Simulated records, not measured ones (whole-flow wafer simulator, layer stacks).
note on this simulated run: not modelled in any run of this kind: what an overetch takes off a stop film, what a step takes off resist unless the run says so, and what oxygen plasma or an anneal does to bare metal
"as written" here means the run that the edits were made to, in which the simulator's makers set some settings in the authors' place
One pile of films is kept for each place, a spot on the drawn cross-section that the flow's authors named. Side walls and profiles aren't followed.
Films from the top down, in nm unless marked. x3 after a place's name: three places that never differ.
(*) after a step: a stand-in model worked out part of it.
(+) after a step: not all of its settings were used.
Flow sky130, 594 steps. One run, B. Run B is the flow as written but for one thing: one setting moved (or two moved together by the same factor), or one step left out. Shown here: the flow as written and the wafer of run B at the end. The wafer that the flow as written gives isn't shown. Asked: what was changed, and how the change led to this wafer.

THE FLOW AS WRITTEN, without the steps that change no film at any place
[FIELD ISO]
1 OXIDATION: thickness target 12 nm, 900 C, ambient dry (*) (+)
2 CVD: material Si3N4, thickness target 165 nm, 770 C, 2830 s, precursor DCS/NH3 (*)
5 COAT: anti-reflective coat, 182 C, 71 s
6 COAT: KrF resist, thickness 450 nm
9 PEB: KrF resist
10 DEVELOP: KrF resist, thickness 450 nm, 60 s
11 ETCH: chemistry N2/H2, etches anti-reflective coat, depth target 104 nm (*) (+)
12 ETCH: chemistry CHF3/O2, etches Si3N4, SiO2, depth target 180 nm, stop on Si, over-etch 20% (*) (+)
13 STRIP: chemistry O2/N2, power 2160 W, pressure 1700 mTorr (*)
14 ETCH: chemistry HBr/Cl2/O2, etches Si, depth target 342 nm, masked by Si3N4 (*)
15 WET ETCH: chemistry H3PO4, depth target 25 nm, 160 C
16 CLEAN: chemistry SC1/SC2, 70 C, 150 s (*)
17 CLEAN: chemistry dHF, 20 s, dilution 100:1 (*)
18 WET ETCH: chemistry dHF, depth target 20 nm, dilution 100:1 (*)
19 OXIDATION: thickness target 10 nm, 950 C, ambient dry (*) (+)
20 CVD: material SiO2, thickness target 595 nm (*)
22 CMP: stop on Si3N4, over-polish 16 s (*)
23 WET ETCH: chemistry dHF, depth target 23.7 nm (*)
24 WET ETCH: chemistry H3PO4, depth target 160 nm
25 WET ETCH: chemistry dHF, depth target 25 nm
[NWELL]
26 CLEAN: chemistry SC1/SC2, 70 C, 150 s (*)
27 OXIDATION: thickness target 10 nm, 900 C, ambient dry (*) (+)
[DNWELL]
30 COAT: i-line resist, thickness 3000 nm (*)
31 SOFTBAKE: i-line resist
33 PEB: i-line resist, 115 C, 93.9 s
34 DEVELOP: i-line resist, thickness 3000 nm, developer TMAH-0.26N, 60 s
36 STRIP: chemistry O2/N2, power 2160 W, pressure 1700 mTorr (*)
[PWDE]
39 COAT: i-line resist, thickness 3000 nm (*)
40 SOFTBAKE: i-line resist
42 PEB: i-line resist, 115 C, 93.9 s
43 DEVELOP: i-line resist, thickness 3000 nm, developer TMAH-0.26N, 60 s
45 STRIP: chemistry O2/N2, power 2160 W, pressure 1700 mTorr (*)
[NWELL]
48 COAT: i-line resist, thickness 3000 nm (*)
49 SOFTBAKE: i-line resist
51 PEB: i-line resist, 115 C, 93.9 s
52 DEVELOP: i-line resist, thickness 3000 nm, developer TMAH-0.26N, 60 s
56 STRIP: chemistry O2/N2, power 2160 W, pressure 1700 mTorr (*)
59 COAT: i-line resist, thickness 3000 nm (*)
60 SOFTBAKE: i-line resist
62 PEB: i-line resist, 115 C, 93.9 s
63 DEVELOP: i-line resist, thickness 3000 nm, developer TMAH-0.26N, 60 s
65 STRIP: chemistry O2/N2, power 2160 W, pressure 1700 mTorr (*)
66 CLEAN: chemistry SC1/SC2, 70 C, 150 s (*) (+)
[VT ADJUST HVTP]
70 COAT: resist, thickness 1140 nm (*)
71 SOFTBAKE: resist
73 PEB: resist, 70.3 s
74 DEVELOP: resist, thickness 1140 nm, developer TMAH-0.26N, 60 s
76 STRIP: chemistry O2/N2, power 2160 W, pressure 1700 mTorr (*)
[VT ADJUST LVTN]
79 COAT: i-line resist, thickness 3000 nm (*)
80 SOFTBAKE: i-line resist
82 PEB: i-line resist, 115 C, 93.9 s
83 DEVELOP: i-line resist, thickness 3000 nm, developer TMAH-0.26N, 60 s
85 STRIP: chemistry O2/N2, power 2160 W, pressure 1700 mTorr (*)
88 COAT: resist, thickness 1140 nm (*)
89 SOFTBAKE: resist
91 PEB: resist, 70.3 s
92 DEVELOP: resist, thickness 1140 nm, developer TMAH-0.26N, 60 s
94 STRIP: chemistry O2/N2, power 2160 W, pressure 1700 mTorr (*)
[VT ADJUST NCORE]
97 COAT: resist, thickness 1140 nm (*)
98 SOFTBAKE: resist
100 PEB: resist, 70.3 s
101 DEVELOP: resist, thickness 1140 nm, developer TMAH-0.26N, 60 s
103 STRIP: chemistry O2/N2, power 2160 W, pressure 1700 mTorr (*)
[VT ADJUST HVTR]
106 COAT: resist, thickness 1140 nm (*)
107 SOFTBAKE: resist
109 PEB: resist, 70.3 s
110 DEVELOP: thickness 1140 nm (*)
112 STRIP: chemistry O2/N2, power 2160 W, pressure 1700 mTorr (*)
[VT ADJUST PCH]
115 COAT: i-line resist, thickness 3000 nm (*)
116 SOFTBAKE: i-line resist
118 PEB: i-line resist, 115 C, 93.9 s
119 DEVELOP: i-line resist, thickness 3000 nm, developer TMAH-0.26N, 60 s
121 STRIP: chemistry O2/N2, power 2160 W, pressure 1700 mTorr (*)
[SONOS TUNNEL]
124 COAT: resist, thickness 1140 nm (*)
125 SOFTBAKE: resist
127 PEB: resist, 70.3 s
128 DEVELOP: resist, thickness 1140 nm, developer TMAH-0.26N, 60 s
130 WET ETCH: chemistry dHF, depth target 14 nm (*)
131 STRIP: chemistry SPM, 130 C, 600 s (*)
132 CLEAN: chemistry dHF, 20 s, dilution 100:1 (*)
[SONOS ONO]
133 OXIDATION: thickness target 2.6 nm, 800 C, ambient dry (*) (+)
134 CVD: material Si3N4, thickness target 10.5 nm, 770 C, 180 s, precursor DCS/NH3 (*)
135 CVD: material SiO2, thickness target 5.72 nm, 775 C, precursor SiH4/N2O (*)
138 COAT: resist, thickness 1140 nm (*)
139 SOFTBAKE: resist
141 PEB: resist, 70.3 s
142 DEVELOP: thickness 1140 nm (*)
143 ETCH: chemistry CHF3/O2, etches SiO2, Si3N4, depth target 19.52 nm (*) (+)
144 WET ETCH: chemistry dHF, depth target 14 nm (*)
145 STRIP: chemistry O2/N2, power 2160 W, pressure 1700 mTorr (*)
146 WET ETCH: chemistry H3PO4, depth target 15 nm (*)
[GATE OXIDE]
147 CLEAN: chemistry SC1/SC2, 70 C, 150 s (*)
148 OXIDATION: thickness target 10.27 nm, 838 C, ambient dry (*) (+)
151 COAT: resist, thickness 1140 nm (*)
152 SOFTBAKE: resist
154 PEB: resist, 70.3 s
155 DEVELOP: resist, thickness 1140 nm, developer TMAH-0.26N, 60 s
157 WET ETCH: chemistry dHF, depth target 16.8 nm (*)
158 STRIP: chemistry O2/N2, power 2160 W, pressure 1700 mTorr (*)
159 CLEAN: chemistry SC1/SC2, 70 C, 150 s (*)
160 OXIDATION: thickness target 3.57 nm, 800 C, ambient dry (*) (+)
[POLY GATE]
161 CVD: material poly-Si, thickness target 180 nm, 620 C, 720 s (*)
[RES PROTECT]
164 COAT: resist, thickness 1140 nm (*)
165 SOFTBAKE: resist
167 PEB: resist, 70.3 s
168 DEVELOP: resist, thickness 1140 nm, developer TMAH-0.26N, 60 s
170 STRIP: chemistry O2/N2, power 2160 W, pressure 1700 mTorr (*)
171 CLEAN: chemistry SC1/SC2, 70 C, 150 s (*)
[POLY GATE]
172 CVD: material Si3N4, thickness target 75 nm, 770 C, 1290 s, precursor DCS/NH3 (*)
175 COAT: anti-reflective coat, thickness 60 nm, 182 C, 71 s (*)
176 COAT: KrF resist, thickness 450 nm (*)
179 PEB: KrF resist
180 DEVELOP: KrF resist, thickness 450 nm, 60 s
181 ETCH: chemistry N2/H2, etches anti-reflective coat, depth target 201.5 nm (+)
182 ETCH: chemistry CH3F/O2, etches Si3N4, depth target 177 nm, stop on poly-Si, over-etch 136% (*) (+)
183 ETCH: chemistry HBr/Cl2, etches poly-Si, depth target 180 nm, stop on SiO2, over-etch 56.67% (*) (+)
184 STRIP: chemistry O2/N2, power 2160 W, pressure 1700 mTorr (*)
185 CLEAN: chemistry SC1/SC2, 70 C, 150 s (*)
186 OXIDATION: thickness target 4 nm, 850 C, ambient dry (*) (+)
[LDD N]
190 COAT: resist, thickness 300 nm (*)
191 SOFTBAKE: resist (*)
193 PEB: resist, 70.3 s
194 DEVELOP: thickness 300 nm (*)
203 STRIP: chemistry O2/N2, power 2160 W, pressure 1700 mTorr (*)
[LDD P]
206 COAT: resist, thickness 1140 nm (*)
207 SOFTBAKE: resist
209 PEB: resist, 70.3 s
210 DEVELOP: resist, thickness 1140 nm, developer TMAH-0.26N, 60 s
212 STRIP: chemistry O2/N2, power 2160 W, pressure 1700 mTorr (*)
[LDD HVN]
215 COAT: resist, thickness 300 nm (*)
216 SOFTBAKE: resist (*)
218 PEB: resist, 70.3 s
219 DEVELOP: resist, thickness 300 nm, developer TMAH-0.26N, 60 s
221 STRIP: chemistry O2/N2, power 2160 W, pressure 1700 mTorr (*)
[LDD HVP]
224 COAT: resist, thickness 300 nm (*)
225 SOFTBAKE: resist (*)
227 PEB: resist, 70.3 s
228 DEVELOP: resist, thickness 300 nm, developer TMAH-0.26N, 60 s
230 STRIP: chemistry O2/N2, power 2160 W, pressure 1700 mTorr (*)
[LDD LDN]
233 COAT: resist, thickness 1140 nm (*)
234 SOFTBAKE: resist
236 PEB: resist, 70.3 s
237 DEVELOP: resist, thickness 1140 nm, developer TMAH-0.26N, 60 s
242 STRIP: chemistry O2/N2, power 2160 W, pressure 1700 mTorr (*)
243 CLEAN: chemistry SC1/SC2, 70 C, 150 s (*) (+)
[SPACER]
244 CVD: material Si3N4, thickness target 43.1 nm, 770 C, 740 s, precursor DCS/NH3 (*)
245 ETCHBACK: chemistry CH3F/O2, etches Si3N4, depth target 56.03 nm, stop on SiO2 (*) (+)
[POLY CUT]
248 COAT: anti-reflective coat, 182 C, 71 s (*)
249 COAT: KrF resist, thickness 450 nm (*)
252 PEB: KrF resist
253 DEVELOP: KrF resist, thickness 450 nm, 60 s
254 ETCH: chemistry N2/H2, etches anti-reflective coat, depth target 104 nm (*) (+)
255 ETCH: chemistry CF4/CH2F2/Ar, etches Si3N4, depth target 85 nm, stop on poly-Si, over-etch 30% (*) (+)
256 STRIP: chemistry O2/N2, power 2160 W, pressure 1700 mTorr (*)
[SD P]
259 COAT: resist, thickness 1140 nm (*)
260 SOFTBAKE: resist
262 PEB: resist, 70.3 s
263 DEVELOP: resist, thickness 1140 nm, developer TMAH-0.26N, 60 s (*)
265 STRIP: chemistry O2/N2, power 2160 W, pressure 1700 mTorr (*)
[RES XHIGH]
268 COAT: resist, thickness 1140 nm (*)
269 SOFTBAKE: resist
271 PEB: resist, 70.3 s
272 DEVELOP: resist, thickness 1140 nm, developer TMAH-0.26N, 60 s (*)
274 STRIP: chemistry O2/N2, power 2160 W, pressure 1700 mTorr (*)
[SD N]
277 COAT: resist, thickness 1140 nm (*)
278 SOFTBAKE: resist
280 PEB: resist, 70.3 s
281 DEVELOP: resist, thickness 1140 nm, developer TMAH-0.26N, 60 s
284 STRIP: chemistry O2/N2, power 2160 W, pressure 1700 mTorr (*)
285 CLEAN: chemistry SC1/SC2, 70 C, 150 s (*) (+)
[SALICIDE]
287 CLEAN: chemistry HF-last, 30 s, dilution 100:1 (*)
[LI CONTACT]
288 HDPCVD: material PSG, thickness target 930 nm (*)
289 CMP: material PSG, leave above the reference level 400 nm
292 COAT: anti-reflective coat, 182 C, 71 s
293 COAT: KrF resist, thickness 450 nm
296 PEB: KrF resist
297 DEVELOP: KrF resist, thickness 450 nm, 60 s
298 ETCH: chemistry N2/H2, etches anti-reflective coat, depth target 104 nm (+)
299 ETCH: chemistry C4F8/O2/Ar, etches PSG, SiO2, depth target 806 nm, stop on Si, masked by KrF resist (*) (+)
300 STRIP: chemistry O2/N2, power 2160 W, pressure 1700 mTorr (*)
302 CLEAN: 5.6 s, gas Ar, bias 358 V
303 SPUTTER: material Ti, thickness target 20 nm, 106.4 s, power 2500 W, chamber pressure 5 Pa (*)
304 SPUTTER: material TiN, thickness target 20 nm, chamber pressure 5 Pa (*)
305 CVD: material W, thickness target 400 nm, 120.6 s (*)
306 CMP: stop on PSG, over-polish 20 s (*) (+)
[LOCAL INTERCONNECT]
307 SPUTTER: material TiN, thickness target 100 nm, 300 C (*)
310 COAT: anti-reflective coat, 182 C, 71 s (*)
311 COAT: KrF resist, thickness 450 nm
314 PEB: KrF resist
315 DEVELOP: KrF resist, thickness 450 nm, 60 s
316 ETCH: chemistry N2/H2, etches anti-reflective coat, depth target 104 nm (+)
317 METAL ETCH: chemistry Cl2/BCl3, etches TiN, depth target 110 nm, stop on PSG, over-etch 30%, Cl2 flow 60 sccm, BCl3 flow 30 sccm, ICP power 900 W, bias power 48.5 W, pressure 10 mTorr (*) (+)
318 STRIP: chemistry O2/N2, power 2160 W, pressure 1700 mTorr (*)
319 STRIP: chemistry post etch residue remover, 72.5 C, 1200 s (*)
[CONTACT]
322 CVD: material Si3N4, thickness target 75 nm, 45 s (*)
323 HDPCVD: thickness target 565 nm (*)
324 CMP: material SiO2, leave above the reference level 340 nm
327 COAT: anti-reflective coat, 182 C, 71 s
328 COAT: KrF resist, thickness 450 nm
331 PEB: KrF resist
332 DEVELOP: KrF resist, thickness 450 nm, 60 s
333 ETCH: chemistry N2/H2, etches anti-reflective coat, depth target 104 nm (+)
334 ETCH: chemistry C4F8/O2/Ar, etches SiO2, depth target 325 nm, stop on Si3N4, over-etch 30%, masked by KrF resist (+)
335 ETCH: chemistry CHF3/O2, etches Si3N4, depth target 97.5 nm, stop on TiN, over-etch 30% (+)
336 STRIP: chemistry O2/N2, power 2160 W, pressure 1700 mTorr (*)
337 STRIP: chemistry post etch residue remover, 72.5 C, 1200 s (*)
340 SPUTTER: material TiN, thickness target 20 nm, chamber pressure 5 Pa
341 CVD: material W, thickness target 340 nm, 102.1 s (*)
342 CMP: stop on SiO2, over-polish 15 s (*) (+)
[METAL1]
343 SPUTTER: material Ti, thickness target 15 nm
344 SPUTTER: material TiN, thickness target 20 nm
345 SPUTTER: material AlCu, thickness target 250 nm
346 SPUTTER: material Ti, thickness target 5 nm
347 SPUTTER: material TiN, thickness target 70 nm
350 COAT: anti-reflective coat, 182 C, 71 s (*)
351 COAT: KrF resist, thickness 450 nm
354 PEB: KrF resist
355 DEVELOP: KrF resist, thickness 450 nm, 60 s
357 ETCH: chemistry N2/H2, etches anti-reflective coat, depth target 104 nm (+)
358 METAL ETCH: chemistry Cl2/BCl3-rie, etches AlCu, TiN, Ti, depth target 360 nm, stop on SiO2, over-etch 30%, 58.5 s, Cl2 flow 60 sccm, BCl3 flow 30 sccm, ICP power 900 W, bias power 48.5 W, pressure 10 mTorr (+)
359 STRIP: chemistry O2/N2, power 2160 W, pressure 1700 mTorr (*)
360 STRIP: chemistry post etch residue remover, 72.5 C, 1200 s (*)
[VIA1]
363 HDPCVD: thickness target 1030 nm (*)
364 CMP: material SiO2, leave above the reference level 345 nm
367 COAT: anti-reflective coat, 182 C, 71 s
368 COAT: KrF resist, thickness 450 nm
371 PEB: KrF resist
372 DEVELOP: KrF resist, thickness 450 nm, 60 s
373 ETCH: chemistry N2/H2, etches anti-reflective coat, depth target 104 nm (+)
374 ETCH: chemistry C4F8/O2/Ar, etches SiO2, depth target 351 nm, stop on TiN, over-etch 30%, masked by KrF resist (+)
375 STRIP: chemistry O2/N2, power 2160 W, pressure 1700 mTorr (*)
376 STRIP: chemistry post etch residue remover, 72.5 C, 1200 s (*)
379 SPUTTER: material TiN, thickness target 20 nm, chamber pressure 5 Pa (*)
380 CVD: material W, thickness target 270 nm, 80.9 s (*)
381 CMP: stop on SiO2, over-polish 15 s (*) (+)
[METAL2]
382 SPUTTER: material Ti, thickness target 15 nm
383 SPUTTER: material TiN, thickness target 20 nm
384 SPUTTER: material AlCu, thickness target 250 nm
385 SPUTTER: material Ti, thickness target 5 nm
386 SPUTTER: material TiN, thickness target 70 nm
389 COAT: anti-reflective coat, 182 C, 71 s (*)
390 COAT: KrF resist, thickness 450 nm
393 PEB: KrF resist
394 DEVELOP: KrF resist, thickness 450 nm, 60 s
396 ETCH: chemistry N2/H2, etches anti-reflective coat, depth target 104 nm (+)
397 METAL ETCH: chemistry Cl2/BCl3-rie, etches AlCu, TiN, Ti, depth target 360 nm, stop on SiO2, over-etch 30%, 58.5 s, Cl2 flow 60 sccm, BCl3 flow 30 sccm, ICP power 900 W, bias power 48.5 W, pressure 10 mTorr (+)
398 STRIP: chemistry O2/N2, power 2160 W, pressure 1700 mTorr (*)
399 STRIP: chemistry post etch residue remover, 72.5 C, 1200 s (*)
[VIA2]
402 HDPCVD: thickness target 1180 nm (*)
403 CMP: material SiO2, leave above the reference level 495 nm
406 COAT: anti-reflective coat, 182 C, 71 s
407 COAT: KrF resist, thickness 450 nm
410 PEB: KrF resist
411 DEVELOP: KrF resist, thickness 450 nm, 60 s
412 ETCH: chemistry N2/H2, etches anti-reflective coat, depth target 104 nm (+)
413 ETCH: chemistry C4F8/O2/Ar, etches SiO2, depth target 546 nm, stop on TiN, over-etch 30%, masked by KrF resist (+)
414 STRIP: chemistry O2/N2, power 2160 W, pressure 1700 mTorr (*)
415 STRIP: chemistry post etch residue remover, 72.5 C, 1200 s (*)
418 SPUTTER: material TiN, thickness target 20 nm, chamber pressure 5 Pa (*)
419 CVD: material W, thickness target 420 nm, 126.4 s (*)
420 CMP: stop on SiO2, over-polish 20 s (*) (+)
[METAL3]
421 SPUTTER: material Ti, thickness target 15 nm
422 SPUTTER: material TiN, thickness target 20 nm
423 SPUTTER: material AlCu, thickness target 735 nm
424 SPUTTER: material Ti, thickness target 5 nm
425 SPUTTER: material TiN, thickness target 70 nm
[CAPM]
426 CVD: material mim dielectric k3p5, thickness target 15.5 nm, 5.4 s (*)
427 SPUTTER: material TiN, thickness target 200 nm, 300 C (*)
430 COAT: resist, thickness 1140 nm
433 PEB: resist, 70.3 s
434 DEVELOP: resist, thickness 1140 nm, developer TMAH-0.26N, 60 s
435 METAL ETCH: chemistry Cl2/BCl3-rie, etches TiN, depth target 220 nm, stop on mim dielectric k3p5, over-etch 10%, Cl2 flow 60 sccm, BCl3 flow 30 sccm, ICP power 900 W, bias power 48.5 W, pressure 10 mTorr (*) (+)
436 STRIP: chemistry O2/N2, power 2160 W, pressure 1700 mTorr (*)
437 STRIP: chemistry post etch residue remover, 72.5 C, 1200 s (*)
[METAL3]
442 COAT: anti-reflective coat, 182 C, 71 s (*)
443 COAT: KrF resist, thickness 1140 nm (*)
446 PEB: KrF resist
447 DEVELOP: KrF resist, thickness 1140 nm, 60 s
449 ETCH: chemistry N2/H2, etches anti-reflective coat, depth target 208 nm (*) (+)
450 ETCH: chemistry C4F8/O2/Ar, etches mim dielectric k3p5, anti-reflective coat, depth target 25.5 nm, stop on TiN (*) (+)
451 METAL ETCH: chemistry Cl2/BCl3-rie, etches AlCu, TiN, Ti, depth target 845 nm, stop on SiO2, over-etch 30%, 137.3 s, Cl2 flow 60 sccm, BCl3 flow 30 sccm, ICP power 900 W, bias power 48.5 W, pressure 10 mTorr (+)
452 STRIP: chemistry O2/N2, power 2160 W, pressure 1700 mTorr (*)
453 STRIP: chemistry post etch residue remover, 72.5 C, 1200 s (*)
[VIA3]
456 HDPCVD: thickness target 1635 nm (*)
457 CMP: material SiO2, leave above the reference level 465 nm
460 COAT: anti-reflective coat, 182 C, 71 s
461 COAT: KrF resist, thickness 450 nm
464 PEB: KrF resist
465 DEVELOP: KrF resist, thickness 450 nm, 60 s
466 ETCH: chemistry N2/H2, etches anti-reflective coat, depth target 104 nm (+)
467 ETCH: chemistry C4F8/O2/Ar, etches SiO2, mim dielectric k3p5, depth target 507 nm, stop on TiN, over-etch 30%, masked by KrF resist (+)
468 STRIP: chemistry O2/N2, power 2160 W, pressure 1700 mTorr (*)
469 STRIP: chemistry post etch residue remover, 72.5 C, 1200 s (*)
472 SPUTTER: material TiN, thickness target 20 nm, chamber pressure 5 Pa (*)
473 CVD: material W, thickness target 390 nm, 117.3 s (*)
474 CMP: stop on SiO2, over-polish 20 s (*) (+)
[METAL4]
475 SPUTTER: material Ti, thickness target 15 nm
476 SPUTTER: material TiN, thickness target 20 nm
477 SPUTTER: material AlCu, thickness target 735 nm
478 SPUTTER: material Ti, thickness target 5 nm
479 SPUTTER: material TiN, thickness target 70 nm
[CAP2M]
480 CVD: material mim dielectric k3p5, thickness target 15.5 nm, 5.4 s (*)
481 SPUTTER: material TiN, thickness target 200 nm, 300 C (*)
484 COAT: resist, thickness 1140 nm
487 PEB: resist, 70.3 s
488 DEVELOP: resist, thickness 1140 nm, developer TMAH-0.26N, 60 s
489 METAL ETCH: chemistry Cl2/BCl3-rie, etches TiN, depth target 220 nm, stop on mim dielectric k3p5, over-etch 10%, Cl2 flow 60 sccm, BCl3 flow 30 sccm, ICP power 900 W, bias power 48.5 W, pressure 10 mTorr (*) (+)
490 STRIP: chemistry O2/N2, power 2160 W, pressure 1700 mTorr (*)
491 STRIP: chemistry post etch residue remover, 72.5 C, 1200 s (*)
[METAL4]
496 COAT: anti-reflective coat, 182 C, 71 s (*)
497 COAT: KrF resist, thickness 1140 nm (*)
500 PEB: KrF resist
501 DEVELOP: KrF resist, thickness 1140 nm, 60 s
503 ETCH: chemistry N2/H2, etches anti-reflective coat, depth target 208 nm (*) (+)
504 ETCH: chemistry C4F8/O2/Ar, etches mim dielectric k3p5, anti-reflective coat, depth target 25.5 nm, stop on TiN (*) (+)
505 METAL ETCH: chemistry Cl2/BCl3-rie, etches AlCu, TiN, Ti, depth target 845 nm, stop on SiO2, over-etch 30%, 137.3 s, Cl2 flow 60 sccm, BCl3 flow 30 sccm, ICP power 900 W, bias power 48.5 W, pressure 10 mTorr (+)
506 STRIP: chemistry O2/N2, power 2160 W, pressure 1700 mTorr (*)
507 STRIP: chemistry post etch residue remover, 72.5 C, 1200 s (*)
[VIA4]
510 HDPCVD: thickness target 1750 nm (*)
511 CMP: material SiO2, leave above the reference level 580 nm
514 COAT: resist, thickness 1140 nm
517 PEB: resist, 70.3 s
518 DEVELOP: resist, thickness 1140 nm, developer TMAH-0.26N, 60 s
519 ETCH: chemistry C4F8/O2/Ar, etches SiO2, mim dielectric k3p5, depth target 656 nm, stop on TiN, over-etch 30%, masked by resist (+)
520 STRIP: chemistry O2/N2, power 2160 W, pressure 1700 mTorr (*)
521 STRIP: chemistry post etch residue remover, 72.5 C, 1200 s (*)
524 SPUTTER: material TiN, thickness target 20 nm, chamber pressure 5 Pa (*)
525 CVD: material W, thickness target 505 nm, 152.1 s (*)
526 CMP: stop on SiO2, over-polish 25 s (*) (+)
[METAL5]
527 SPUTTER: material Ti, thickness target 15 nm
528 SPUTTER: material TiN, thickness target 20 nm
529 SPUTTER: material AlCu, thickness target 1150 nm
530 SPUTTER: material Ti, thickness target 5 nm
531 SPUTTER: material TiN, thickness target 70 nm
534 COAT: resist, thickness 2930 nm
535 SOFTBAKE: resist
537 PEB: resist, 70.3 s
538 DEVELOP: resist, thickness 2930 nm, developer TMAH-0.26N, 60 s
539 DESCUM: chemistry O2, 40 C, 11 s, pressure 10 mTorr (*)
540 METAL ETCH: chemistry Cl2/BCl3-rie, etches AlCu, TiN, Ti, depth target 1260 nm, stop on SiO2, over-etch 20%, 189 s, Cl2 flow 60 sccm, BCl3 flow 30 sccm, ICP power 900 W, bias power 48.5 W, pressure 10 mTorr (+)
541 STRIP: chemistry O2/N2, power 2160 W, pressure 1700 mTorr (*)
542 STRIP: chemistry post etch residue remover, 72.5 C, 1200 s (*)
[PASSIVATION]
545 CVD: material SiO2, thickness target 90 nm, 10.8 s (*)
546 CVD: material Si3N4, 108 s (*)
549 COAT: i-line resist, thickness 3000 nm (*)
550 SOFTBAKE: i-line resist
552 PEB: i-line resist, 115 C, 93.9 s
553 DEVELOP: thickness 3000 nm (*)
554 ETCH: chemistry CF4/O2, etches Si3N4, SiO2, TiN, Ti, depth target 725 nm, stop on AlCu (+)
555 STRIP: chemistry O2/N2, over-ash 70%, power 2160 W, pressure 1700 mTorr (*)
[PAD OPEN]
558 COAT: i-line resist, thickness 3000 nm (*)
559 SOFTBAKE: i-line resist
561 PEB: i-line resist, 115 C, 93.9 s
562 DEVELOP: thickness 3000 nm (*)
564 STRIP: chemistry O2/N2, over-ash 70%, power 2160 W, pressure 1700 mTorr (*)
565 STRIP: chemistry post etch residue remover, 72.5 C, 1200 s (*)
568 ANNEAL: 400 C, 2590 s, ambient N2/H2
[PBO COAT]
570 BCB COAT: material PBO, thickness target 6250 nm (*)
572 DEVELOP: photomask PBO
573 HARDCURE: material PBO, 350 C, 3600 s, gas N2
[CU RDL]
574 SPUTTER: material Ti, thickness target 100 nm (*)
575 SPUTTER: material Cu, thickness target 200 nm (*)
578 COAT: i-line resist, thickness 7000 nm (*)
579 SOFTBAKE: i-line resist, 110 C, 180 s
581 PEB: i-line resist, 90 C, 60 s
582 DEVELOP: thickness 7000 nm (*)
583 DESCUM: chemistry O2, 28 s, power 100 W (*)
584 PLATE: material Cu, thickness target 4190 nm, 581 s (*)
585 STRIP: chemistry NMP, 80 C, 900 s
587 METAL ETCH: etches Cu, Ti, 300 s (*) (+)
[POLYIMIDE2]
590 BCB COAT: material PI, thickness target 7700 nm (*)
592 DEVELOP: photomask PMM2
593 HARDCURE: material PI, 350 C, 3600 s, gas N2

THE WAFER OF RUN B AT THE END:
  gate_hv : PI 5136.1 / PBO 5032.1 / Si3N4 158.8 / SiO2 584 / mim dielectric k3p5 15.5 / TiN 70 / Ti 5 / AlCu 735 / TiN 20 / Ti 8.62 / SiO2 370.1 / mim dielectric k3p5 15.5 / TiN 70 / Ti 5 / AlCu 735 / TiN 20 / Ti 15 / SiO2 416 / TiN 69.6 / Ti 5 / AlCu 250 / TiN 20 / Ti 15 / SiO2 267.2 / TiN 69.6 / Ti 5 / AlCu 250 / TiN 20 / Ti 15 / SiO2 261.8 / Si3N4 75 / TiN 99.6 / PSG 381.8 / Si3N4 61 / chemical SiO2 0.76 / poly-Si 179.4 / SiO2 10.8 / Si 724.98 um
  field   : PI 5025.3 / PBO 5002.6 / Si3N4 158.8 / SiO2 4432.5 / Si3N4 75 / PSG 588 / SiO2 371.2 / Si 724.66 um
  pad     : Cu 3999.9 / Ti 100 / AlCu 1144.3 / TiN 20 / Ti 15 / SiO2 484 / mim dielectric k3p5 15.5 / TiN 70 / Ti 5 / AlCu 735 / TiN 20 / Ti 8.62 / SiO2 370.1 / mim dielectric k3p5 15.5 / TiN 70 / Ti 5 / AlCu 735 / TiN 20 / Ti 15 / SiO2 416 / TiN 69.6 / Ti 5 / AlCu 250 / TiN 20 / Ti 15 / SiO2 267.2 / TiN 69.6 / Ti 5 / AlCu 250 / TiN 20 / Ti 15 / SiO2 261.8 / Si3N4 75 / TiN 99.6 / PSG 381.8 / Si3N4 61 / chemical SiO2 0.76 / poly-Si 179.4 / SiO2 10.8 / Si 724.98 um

The cause: step 475, SPUTTER: thickness target 8.62 nm was run, where the flow has thickness target 15 nm.
It can be read off the wafer: gate_hv has Ti 8.62, and step 475 as written asks for 15 nm.

How the change led to this, step by step:
  475 SPUTTER: material Ti, thickness target 15 nm
      field, active, n_well and 189 more: Ti +8.62 (new film) (as written it would be: Ti +15 (new film))
  505 METAL ETCH: chemistry Cl2/BCl3-rie, etches AlCu, TiN, Ti, depth target 845 nm, stop on SiO2, over-etch 30%, 137.3 s, Cl2 flow 60 sccm, BCl3 flow 30 sccm, ICP power 900 W, bias power 48.5 W, pressure 10 mTorr (+)
      field, gate, spacer and 68 more: TiN -70 (all of it), Ti -5 (all of it), AlCu -735 (all of it), TiN -20 (all of it), Ti -8.62 (all of it), SiO2 -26 (as written it would be: TiN -70 (all of it), Ti -5 (all of it), AlCu -735 (all of it), TiN -20 (all of it), Ti -15 (all of it), SiO2 -25.4)
      active, vpp_iso1, mim_edge_plate and 14 more: TiN -70 (all of it), Ti -5 (all of it), AlCu -735 (all of it), TiN -20 (all of it), Ti -8.62 (all of it), SiO2 -26 (as written it would be: TiN -70 (all of it), Ti -5 (all of it), AlCu -735 (all of it), TiN -20 (all of it), Ti -15 (all of it), SiO2 -25.3)
